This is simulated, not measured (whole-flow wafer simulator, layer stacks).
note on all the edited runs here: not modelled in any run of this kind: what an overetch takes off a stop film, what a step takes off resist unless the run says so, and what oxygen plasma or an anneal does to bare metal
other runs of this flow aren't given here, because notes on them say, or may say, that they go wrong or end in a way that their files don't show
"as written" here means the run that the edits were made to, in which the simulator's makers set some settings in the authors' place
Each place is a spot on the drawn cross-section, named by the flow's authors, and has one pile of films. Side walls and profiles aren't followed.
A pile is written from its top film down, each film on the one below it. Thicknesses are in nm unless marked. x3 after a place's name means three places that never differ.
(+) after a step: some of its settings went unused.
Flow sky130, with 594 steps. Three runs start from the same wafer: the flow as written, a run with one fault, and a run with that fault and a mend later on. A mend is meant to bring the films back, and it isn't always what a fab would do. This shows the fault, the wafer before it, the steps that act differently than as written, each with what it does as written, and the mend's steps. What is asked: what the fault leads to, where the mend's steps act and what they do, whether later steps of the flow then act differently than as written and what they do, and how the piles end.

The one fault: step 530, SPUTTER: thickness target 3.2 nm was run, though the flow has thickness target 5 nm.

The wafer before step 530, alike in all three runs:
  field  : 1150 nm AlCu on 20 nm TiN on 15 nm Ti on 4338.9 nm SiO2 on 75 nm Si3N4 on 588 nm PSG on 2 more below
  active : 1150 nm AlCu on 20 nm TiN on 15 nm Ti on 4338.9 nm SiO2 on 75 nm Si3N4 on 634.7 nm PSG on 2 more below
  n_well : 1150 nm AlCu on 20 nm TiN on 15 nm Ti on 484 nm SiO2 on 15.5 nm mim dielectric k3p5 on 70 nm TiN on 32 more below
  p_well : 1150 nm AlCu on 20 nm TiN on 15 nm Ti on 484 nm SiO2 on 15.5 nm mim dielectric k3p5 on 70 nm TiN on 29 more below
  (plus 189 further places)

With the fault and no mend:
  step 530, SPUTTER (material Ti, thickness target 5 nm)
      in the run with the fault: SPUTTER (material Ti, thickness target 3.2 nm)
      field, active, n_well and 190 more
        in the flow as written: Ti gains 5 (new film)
        in the run with the fault: Ti gains 3.2 (new film)
  Steps further on in the flow that do not act as written (21 more steps, not shown, differ only slightly: by at most 2% or 0.5 nm, whichever is larger):
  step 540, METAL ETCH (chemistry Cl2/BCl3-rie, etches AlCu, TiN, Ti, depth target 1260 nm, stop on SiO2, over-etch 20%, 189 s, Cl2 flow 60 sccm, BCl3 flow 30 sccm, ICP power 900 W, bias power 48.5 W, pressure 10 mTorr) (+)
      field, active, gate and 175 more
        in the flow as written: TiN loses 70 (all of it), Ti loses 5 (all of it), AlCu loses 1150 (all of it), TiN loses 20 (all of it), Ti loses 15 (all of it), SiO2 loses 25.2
        in the run with the fault: TiN loses 70 (all of it), Ti loses 3.2 (all of it), AlCu loses 1150 (all of it), TiN loses 20 (all of it), Ti loses 15 (all of it), SiO2 loses 25.4
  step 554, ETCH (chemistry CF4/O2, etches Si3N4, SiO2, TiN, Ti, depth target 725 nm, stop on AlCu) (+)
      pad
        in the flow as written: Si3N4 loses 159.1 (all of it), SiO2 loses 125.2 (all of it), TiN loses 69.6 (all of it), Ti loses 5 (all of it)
        in the run with the fault: Si3N4 loses 159.1 (all of it), SiO2 loses 125.2 (all of it), TiN loses 69.6 (all of it), Ti loses 3.2 (all of it)
  By the end, the piles at n_well, p_well, sd_n and 11 more depart from the flow's by more than 2% or 0.5 nm, whichever is larger.
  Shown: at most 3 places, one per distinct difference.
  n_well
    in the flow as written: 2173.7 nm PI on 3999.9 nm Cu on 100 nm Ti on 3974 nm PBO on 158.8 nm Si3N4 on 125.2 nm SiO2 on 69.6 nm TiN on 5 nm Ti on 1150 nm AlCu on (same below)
    in the run with the fault: 2173.9 nm PI on 3999.9 nm Cu on 100 nm Ti on 3975.3 nm PBO on 158.8 nm Si3N4 on 125.2 nm SiO2 on 69.6 nm TiN on 3.2 nm Ti on 1150 nm AlCu on (same below)
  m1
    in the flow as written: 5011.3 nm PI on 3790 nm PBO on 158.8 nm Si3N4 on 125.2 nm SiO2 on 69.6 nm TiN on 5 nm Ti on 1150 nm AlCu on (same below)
    in the run with the fault: 5011.4 nm PI on 3791.5 nm PBO on 158.8 nm Si3N4 on 125.2 nm SiO2 on 69.6 nm TiN on 3.2 nm Ti on 1150 nm AlCu on (same below)
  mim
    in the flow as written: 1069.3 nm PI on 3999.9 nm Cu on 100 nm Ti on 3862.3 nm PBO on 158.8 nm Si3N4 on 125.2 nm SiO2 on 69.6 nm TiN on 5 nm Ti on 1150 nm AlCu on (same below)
    in the run with the fault: 1069.5 nm PI on 3999.9 nm Cu on 100 nm Ti on 3863.7 nm PBO on 158.8 nm Si3N4 on 125.2 nm SiO2 on 69.6 nm TiN on 3.2 nm Ti on 1150 nm AlCu on (same below)

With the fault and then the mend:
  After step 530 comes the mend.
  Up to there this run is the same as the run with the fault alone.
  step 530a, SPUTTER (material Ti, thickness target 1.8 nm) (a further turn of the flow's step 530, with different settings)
      field, active, n_well and 190 more
        Ti gains 1.8
  None of the later steps of the flow acts differently than as written at any place that is followed.
  At every place that both follow, the piles at the end match the flow's.
